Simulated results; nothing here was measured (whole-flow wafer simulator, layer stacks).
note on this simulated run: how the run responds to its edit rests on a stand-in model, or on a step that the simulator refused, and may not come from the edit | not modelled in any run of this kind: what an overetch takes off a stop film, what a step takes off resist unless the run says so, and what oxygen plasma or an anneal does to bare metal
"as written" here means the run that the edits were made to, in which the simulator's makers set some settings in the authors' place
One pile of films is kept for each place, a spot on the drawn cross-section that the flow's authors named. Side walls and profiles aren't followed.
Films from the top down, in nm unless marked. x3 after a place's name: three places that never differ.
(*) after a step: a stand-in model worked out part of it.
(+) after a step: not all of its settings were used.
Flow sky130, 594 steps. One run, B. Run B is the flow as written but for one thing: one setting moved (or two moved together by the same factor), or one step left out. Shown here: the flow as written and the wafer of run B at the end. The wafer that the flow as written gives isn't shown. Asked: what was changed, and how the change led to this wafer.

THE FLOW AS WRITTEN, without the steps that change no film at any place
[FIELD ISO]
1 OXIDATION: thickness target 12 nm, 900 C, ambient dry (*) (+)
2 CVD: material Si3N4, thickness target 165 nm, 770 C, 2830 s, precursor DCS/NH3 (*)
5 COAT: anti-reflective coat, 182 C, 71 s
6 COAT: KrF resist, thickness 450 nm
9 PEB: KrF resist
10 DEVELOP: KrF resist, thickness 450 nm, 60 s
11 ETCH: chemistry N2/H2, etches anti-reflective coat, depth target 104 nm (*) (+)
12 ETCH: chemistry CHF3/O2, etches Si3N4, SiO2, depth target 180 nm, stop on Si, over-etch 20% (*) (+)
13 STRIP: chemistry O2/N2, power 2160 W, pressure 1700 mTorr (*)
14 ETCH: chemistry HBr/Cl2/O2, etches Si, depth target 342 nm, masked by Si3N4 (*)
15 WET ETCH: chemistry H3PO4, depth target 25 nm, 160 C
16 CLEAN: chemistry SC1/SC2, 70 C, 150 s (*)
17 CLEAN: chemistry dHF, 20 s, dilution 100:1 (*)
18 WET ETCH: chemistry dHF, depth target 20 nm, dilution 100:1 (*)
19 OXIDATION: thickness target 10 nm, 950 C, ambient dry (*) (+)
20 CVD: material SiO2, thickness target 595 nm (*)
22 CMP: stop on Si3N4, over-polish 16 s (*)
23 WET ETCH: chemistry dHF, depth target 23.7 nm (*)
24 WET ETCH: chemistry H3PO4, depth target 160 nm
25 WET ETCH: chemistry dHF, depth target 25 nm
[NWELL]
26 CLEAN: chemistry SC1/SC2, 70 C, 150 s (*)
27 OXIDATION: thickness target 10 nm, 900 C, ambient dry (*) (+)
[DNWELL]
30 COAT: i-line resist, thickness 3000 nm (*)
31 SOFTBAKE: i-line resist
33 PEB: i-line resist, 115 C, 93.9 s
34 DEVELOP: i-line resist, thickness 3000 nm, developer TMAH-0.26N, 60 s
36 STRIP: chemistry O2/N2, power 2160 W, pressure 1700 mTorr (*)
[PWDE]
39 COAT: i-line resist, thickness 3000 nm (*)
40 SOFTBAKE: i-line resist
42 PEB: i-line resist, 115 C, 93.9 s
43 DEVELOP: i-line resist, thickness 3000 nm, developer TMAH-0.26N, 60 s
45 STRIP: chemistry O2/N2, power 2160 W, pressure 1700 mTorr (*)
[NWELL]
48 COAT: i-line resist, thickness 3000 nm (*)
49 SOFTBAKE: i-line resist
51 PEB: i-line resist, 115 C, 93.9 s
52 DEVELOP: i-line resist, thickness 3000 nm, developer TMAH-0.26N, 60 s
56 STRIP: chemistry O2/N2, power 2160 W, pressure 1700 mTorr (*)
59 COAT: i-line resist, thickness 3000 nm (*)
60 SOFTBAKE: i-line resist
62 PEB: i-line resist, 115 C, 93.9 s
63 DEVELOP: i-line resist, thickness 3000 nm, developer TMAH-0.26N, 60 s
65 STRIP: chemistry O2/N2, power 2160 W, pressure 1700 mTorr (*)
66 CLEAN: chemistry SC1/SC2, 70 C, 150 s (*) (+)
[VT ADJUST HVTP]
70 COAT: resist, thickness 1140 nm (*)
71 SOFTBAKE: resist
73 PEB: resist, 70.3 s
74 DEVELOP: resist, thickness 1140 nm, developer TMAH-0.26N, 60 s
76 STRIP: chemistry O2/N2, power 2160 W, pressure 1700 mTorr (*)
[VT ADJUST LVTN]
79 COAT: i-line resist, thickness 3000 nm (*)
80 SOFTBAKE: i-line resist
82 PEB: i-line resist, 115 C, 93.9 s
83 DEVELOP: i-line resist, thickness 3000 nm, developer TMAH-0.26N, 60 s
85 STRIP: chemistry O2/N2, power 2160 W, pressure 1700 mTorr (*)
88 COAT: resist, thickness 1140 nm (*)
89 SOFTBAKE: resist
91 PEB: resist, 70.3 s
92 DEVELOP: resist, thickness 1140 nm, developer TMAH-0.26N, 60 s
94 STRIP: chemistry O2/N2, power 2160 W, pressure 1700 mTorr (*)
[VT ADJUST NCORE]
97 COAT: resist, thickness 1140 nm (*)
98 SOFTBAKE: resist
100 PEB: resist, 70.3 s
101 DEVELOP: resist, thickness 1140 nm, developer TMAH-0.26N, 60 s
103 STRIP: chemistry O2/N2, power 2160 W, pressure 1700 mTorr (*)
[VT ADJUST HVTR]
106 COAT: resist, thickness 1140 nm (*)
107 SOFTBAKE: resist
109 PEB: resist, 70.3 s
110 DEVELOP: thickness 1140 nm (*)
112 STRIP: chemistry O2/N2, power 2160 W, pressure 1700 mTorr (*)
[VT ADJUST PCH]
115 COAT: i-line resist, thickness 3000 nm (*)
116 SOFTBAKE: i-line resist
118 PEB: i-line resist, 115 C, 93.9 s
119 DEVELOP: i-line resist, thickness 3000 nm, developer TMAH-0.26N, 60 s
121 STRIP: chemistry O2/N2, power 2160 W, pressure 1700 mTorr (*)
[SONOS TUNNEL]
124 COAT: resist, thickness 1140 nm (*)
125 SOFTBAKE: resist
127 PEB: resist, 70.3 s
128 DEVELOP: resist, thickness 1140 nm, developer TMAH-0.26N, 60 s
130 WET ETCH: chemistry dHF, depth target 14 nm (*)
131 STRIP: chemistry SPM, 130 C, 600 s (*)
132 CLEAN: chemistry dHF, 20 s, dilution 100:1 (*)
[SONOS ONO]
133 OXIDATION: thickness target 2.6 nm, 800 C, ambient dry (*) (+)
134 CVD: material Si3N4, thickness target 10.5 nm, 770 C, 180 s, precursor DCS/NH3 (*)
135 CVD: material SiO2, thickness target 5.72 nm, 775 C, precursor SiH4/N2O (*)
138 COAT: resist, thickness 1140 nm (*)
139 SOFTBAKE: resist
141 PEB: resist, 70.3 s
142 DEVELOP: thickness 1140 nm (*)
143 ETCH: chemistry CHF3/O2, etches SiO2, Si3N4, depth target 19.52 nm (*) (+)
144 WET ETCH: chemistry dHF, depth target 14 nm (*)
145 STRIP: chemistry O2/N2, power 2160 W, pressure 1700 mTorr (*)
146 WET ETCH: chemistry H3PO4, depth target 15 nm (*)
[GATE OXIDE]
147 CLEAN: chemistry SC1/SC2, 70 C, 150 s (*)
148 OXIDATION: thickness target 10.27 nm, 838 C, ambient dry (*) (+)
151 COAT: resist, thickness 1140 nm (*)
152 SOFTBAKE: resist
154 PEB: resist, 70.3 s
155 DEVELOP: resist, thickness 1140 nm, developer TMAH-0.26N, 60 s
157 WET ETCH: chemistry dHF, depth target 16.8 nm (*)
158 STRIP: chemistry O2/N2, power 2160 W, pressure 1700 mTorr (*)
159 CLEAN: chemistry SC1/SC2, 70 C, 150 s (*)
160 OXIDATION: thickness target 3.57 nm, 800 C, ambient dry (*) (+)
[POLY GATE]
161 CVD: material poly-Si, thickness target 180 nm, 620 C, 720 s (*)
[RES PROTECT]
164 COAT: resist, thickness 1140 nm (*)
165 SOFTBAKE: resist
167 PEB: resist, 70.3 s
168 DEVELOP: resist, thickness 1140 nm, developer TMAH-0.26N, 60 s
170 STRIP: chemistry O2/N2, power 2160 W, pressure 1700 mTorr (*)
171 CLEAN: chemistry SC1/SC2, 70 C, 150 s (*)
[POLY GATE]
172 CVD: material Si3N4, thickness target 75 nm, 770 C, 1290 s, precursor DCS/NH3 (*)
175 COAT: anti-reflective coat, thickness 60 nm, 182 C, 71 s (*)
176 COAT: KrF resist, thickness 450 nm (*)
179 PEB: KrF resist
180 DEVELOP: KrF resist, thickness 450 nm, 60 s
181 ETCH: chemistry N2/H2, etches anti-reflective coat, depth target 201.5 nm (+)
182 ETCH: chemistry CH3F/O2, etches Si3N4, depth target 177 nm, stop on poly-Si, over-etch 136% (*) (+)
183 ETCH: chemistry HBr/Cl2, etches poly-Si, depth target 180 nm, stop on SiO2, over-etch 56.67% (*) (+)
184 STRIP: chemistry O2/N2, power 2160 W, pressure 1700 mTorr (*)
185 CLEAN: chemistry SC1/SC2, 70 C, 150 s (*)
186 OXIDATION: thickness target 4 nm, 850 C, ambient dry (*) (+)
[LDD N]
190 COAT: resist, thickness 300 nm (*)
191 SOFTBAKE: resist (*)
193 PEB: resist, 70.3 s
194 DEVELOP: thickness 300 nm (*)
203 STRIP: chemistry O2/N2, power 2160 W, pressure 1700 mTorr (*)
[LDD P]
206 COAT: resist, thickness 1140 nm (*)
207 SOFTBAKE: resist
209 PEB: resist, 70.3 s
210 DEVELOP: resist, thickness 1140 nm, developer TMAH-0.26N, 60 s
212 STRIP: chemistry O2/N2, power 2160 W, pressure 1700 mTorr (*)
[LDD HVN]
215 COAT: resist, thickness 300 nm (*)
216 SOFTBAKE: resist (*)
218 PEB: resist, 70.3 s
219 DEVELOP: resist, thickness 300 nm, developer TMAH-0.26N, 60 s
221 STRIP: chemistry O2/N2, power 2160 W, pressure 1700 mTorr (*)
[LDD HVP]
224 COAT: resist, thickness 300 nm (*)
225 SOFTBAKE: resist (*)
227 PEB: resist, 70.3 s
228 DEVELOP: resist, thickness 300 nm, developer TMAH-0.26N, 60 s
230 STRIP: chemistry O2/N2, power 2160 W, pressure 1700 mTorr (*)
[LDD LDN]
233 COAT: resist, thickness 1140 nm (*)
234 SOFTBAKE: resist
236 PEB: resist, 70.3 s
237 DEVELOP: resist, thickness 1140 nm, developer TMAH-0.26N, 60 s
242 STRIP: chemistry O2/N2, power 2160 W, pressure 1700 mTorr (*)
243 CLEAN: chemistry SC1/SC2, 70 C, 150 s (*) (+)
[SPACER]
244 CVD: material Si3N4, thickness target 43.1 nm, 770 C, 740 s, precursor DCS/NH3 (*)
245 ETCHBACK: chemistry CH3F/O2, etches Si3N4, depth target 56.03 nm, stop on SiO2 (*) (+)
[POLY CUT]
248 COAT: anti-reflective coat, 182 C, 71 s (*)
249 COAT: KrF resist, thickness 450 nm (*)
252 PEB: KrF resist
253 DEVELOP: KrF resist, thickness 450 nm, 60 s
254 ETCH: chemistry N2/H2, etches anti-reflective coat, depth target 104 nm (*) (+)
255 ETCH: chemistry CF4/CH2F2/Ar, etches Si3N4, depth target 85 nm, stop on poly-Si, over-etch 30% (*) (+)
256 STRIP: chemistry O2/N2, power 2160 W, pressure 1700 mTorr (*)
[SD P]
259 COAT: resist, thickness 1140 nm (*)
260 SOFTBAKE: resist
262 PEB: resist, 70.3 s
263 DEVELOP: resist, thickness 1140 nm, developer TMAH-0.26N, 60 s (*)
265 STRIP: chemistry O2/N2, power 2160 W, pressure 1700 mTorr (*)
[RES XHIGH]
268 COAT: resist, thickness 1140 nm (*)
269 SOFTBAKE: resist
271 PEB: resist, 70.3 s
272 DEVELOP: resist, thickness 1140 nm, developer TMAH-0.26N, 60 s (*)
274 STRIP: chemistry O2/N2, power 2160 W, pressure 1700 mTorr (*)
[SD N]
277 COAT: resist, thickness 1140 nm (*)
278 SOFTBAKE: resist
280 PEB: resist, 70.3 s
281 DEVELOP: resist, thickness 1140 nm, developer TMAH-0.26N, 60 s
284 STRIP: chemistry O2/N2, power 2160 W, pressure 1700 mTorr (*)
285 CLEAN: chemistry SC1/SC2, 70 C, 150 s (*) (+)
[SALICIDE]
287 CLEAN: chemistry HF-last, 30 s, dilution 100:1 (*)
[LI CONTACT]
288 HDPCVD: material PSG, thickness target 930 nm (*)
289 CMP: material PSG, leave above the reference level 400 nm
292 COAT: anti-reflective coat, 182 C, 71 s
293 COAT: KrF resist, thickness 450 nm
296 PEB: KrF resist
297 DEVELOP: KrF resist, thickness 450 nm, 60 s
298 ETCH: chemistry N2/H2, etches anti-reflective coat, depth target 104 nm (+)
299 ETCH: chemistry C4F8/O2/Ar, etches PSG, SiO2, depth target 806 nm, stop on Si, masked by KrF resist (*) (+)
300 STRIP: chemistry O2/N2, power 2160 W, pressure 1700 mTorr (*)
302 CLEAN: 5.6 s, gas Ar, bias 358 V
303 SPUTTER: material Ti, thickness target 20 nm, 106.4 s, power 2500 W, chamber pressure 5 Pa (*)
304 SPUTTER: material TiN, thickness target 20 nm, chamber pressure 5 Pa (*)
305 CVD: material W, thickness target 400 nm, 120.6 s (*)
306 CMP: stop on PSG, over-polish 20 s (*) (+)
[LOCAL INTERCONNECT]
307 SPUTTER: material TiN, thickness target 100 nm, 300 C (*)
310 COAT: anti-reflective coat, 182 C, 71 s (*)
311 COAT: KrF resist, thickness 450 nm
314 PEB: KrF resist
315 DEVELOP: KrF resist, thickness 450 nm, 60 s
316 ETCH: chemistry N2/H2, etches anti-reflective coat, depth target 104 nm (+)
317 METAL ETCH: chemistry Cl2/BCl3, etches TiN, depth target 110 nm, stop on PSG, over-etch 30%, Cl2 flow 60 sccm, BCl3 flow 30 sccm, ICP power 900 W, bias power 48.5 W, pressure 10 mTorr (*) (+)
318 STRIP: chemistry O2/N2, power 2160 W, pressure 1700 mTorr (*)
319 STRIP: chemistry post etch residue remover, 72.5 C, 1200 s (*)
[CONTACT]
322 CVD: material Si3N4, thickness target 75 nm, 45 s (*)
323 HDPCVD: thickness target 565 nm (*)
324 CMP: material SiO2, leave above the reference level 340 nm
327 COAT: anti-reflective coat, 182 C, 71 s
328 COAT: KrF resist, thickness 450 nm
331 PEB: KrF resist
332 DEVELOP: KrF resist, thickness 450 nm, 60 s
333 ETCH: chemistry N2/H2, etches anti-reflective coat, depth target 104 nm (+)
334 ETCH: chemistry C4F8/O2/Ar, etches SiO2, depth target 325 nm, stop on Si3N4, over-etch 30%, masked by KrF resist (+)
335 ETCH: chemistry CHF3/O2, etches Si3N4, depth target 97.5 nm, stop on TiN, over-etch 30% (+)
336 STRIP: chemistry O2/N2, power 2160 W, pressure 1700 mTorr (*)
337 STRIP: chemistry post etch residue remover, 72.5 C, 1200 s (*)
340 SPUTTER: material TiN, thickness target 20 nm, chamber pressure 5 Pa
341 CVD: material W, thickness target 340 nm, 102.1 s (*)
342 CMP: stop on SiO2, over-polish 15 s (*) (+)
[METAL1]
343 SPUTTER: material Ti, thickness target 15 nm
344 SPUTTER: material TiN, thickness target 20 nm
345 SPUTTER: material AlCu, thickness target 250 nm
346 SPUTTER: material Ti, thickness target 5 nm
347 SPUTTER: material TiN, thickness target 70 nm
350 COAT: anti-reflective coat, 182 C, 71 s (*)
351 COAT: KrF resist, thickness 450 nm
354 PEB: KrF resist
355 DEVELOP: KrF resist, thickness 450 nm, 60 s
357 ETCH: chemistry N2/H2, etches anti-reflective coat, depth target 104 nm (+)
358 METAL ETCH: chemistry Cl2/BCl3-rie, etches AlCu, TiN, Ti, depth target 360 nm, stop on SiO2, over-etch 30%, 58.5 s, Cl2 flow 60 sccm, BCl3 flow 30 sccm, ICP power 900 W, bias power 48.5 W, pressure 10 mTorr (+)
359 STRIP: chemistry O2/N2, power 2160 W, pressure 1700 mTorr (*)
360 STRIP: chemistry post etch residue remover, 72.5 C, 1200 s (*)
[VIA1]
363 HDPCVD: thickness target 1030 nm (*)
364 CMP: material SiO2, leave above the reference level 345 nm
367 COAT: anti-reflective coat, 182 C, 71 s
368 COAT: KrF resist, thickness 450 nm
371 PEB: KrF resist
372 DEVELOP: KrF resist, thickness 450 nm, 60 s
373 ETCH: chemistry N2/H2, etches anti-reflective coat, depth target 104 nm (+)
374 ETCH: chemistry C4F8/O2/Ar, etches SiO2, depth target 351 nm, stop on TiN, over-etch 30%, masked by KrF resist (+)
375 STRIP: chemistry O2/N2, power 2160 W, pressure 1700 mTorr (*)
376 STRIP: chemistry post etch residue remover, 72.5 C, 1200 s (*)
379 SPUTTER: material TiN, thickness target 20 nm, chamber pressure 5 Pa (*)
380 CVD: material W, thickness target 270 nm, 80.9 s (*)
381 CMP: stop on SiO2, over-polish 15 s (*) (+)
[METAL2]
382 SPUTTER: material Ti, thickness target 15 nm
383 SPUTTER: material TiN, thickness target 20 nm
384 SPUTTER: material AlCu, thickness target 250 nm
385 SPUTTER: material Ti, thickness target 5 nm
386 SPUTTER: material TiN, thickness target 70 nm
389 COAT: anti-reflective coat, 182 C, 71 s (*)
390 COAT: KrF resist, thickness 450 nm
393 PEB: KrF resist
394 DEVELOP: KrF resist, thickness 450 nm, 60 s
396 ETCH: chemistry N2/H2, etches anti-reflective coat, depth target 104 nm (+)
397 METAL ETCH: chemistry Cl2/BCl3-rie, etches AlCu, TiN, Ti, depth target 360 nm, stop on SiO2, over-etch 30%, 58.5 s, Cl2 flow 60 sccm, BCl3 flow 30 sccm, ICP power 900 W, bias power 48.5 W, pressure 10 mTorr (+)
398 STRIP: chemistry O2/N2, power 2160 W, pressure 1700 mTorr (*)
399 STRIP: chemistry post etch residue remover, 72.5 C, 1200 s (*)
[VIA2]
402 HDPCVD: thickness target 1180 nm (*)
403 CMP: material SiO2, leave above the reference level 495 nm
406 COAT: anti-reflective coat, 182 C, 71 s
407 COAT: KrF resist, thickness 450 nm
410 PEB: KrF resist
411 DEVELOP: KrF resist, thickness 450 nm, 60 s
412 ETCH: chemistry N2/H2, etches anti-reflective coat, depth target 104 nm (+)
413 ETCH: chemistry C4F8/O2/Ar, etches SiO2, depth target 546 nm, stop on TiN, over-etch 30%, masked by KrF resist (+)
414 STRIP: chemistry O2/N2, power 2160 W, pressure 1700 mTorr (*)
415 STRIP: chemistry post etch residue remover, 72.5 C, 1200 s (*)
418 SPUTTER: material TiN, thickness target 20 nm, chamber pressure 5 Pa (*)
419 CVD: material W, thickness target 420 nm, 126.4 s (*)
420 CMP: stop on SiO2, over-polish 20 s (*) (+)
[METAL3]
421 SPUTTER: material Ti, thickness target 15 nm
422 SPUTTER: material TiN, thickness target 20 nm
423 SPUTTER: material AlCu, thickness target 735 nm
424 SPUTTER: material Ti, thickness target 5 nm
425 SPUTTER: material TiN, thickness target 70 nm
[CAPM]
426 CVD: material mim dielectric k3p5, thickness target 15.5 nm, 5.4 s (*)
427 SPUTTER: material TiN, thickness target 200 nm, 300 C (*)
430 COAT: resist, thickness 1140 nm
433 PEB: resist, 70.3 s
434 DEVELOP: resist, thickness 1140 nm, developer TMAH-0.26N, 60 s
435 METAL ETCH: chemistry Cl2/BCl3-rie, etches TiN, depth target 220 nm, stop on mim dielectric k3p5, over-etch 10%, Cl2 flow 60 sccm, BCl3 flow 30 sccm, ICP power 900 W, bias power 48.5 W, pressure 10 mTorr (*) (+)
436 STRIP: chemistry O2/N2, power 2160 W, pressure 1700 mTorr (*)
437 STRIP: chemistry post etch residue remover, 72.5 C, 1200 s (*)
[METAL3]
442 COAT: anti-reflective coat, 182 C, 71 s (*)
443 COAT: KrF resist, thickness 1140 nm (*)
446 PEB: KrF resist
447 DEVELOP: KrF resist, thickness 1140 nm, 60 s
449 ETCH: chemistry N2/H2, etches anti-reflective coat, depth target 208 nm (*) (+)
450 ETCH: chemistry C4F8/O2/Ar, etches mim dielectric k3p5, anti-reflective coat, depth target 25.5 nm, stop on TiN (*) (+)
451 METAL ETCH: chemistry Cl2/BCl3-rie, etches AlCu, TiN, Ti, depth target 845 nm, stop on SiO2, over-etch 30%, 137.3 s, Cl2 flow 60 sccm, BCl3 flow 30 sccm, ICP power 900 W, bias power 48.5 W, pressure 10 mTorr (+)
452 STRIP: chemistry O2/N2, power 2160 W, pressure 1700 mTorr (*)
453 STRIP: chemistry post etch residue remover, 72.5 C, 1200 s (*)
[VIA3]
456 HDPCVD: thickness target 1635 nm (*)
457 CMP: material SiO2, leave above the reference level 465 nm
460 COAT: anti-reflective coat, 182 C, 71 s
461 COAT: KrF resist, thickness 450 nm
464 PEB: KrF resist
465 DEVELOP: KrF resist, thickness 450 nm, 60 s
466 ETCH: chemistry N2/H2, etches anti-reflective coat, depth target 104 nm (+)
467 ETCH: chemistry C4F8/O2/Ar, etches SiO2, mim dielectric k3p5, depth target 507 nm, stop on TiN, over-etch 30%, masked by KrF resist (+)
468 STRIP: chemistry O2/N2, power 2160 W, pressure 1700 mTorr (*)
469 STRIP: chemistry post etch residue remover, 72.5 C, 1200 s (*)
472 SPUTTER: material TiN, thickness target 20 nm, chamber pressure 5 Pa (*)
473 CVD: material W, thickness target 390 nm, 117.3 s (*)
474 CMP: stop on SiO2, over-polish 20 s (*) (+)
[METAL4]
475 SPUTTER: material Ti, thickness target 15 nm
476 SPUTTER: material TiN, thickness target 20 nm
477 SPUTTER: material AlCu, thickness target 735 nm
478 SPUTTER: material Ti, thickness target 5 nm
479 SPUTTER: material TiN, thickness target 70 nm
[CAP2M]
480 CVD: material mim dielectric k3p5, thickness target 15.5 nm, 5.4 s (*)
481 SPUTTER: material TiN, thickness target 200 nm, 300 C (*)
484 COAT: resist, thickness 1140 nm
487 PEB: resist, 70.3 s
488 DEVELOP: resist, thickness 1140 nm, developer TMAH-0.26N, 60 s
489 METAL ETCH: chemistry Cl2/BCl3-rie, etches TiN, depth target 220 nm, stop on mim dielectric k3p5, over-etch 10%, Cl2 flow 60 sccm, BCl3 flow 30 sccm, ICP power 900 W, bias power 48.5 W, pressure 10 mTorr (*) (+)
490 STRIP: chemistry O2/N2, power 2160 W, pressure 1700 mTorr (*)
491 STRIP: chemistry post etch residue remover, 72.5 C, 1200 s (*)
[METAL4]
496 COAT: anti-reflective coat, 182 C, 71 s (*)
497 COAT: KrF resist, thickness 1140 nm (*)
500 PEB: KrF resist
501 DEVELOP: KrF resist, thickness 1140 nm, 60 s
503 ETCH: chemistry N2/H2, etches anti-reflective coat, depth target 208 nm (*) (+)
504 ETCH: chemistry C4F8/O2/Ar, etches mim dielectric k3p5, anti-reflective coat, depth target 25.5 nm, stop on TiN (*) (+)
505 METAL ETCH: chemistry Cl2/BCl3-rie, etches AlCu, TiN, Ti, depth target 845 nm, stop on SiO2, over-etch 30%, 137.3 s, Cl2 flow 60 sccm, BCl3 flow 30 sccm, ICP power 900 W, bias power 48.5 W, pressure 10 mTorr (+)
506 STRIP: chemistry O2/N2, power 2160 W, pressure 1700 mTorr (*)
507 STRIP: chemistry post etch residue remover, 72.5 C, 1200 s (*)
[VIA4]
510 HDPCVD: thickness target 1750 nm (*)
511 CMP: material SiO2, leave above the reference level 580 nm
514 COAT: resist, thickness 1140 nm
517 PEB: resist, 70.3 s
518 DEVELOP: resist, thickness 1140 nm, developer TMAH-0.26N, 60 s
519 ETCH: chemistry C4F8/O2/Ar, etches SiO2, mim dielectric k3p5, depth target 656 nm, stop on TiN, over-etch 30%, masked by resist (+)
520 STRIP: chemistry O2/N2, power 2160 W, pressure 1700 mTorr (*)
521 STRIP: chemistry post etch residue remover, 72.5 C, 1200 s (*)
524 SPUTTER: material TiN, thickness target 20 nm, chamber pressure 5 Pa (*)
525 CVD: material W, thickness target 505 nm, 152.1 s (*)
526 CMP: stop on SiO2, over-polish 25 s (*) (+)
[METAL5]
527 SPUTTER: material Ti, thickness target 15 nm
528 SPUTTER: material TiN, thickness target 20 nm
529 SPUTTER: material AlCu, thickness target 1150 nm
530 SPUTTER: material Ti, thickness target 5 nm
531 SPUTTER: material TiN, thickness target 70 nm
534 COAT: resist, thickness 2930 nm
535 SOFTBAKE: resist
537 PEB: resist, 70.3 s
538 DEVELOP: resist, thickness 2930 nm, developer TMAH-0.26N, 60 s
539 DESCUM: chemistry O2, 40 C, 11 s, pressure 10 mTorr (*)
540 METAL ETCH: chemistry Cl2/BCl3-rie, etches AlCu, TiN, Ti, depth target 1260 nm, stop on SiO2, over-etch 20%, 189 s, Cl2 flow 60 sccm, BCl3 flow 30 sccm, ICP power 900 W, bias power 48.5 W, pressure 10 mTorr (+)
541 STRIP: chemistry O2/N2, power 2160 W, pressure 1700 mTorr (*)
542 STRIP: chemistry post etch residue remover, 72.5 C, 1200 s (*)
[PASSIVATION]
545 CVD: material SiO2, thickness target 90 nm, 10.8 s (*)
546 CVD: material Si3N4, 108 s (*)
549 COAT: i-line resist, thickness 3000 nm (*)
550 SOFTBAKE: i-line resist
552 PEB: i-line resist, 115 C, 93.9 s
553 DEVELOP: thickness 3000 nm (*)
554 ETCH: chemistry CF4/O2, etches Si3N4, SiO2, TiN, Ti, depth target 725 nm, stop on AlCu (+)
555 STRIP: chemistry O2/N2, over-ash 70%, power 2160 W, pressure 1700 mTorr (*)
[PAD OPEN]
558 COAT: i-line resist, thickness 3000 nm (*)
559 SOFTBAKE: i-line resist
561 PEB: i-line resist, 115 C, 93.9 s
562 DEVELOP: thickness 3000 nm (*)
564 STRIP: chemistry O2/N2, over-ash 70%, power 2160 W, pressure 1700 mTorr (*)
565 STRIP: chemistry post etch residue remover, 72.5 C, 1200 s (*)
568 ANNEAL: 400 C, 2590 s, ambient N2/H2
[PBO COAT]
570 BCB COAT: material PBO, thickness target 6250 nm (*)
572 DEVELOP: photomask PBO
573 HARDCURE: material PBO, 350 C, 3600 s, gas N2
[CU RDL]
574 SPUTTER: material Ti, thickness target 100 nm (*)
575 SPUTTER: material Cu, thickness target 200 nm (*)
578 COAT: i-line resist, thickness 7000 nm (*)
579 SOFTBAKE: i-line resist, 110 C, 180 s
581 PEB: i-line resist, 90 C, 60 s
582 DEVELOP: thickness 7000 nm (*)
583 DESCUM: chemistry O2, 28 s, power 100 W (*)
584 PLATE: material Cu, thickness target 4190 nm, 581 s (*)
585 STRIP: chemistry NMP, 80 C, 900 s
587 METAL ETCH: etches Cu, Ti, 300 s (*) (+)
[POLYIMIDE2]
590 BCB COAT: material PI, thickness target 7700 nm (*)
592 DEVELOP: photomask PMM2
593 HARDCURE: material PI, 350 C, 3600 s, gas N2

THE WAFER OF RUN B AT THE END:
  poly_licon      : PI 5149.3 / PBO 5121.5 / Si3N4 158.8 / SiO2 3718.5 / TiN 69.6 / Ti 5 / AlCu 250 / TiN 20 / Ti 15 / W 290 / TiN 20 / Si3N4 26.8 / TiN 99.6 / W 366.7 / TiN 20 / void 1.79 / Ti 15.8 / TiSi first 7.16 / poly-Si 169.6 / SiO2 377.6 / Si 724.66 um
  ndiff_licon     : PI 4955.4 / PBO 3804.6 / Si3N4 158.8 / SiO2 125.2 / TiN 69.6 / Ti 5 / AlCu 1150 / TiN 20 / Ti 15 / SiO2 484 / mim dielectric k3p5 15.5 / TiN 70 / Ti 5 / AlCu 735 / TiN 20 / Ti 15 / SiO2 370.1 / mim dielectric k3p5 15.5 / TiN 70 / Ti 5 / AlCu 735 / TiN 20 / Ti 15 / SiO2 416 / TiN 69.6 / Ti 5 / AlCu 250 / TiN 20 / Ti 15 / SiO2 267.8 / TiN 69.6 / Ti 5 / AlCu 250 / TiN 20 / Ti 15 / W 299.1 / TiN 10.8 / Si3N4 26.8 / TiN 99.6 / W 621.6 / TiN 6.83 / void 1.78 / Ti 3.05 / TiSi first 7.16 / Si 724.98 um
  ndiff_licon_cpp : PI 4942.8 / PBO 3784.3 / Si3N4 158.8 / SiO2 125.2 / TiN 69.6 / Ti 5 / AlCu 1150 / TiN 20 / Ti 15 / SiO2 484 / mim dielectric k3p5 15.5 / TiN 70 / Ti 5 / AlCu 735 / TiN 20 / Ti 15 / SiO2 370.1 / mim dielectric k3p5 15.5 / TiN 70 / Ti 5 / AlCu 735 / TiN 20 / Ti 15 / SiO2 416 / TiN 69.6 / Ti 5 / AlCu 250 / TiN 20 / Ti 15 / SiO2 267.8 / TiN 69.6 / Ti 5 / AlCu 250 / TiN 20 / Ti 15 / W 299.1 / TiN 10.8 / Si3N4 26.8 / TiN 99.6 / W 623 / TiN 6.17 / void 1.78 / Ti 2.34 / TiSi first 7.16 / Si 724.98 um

The cause: step 335, ETCH: depth target 47.8 nm was run, where the flow has depth target 97.5 nm.

How the change led to this, step by step:
  335 ETCH: chemistry CHF3/O2, etches Si3N4, depth target 97.5 nm, stop on TiN, over-etch 30% (+)
      poly_licon, ndiff_licon, ndiff_licon_cpp, rpo_hd_licon: Si3N4 -47.8 (as written it would be: Si3N4 -75 (all of it))
      field, active, n_well and 184 more: KrF resist -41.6 (as written it would be: KrF resist -84.8)
  336 STRIP: chemistry O2/N2, power 2160 W, pressure 1700 mTorr (*)
      field, active, n_well and 184 more: KrF resist -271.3 (all of it), anti-reflective coat -80 (all of it) (as written it would be: KrF resist -228 (all of it), anti-reflective coat -80 (all of it))
  340 SPUTTER: material TiN, thickness target 20 nm, chamber pressure 5 Pa
      ndiff_licon, ndiff_licon_cpp, rpo_hd_licon: TiN +10.8 (new film) (as written it would be: TiN +10.4)
      poly_licon: TiN +20 (new film) (as written it would be: TiN +20)
  341 CVD: material W, thickness target 340 nm, 102.1 s (*)
      ndiff_licon, ndiff_licon_cpp, rpo_hd_licon: W +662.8 (new film) (as written it would be: W +690.5 (new film))
  342 CMP: stop on SiO2, over-polish 15 s (*) (+)
      poly_licon: W -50 (as written it would be: W -22.8)
Counting metal films that touch as one body, poly_licon has 3 bodies (between them, from the top down: Si3N4 26.8; void 1.79); the flow as written gives 2 bodies (between them, from the top down: void 1.79).
Counting metal films that touch as one body, ndiff_licon has 7 bodies (between them, from the top down: SiO2 484 / mim dielectric k3p5 15.5; SiO2 370.1 / mim dielectric k3p5 15.5; SiO2 416; SiO2 267.8; Si3N4 26.8; void 1.78); the flow as written gives 6 bodies (between them, from the top down: SiO2 484 / mim dielectric k3p5 15.5; SiO2 370.1 / mim dielectric k3p5 15.5; SiO2 416; SiO2 267.8; void 1.78).
Counting metal films that touch as one body, ndiff_licon_cpp has 7 bodies (between them, from the top down: SiO2 484 / mim dielectric k3p5 15.5; SiO2 370.1 / mim dielectric k3p5 15.5; SiO2 416; SiO2 267.8; Si3N4 26.8; void 1.78); the flow as written gives 6 bodies (between them, from the top down: SiO2 484 / mim dielectric k3p5 15.5; SiO2 370.1 / mim dielectric k3p5 15.5; SiO2 416; SiO2 267.8; void 1.78).
